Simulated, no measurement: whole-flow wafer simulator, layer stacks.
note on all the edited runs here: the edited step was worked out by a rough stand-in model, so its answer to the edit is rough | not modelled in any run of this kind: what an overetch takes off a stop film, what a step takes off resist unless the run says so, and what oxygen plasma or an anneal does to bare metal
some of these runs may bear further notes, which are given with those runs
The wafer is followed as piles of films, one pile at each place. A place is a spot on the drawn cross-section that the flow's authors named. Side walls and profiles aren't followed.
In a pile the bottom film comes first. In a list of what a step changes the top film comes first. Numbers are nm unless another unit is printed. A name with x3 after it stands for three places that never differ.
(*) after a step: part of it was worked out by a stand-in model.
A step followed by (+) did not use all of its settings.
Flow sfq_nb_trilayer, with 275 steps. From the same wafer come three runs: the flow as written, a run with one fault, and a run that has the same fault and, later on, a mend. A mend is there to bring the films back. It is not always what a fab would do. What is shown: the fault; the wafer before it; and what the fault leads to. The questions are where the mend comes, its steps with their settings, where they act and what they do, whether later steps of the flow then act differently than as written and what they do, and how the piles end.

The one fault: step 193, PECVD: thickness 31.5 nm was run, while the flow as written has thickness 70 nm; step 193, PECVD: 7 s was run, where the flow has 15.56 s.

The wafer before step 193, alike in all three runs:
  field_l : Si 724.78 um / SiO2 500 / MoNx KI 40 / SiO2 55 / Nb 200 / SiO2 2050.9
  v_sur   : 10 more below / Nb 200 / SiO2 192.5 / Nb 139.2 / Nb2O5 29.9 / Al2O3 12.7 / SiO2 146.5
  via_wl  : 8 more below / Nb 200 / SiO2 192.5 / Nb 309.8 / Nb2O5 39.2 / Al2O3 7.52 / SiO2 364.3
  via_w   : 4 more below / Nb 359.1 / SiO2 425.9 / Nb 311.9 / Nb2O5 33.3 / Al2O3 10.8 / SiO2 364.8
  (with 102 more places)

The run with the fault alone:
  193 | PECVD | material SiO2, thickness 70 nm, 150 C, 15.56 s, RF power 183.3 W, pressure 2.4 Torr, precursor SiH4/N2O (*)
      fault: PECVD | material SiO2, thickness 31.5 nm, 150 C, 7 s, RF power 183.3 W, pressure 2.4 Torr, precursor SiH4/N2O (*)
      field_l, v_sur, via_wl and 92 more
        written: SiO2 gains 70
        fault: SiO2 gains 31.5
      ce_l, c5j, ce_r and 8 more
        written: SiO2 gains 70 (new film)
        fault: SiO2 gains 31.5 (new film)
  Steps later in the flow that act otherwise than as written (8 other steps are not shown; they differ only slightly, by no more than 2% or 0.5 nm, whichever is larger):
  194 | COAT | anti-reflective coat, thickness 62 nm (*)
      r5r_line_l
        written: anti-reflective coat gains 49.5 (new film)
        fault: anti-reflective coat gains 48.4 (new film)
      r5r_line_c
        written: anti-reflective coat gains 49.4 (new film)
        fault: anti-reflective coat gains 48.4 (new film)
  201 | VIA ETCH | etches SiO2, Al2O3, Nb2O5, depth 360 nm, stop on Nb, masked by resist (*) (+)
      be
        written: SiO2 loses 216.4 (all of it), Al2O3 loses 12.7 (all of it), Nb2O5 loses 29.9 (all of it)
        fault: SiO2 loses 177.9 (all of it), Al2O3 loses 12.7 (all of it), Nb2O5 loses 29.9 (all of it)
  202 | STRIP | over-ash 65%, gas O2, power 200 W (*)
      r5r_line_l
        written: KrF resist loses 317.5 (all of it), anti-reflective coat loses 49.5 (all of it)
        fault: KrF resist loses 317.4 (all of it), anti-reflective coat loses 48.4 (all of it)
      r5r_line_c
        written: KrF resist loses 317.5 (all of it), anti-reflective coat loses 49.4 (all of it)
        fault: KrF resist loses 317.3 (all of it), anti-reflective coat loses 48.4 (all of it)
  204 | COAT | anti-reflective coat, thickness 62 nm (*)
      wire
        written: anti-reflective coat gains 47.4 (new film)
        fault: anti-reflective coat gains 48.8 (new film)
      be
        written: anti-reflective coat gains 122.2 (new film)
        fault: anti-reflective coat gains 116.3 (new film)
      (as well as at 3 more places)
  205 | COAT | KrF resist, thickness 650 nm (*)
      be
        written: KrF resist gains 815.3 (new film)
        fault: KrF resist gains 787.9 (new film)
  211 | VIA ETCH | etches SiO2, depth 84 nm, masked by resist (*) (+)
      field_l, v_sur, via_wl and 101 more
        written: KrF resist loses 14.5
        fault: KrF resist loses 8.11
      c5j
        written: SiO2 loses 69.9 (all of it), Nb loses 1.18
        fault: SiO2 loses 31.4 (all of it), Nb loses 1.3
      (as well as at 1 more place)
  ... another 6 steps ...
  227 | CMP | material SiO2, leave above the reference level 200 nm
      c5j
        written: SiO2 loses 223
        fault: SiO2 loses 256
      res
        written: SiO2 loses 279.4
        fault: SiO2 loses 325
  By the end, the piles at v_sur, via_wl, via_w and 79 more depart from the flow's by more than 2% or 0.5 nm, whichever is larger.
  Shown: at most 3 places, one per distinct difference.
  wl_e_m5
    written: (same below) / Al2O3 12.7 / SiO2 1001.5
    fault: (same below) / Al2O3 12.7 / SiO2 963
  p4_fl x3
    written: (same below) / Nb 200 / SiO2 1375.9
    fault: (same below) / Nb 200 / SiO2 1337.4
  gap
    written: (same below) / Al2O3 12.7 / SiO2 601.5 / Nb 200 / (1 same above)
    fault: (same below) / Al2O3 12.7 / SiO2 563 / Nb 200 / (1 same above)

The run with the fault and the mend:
  After step 193 comes the mend.
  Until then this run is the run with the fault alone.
  193a | PECVD | material SiO2, thickness 38.5 nm, 150 C, 8.556 s, RF power 183.3 W, pressure 2.4 Torr, precursor SiH4/N2O (*) (the flow's step 193 again, with other settings)
      field_l, v_sur, via_wl and 103 more
        SiO2 gains 38.5
  None of the later steps of the flow differs from how it acts as written, at any place that is followed, by more than 2% or 0.5 nm, whichever is larger.
  By the end, the piles equal the flow's at every place that both follow.
